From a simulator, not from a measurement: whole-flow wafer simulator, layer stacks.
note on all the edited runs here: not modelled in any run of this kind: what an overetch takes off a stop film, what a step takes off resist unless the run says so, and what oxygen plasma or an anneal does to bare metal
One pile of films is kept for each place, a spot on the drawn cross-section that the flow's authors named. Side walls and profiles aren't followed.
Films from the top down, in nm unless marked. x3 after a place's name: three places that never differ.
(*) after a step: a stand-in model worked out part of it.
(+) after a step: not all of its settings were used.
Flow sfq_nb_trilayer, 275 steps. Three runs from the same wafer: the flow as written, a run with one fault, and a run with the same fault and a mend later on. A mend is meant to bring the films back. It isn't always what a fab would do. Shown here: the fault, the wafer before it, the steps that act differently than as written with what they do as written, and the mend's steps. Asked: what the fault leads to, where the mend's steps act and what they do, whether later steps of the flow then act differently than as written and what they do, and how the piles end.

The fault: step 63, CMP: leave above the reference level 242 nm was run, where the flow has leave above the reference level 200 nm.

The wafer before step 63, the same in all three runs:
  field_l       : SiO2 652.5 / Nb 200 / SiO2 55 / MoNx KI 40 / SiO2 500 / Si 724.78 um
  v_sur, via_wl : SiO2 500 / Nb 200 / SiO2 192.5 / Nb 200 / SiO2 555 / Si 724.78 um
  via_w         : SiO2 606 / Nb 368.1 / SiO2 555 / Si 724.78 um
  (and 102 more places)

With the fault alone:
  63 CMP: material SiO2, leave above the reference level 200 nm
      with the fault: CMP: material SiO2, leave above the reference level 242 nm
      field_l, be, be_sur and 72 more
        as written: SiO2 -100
        with the fault: SiO2 -58
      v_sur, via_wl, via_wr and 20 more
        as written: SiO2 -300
        with the fault: SiO2 -258
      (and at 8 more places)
  Later steps of the flow that act differently than as written (3 more steps differ only slightly, by at most 2% or 0.5 nm, whichever is larger, and aren't shown):
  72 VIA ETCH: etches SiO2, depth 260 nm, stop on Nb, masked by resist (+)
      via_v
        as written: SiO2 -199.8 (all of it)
        with the fault: SiO2 -241.8 (all of it)
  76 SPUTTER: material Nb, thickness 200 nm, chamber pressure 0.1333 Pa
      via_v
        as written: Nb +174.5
        with the fault: Nb +166.7
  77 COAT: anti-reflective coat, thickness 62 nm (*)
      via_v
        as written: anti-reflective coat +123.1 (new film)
        with the fault: anti-reflective coat +132 (new film)
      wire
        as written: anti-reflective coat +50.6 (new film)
        with the fault: anti-reflective coat +49.4 (new film)
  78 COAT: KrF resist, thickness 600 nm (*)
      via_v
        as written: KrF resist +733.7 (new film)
        with the fault: KrF resist +767.8 (new film)
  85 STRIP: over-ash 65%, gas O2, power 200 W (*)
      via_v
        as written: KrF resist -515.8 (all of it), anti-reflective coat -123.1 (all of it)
        with the fault: KrF resist -549.8 (all of it), anti-reflective coat -132 (all of it)
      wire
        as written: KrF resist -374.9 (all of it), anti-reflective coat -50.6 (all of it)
        with the fault: KrF resist -371.9 (all of it), anti-reflective coat -49.4 (all of it)
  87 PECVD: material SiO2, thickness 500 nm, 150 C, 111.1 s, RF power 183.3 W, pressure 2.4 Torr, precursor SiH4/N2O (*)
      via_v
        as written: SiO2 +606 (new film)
        with the fault: SiO2 +655.9 (new film)
  At the end the piles differ from the flow's by more than 2% or 0.5 nm, whichever is larger, at v_sur, via_wl, via_w and 74 more.
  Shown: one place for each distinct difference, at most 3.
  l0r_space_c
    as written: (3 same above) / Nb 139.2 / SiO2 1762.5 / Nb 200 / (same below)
    with the fault: (3 same above) / Nb 139.2 / SiO2 1804.5 / Nb 200 / (same below)
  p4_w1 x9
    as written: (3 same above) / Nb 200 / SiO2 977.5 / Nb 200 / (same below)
    with the fault: (3 same above) / Nb 200 / SiO2 1019.5 / Nb 200 / (same below)
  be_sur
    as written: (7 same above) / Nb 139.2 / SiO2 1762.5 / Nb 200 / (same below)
    with the fault: (7 same above) / Nb 139.2 / SiO2 1804.5 / Nb 200 / (same below)

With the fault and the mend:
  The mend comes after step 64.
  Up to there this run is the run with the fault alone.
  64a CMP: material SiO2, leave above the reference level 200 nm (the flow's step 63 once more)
      field_l, v_sur, via_wl and 103 more
        SiO2 -42
  No later step of the flow acts differently than as written at any place that is followed.
  At the end the piles are the same as the flow's at every place that both follow.
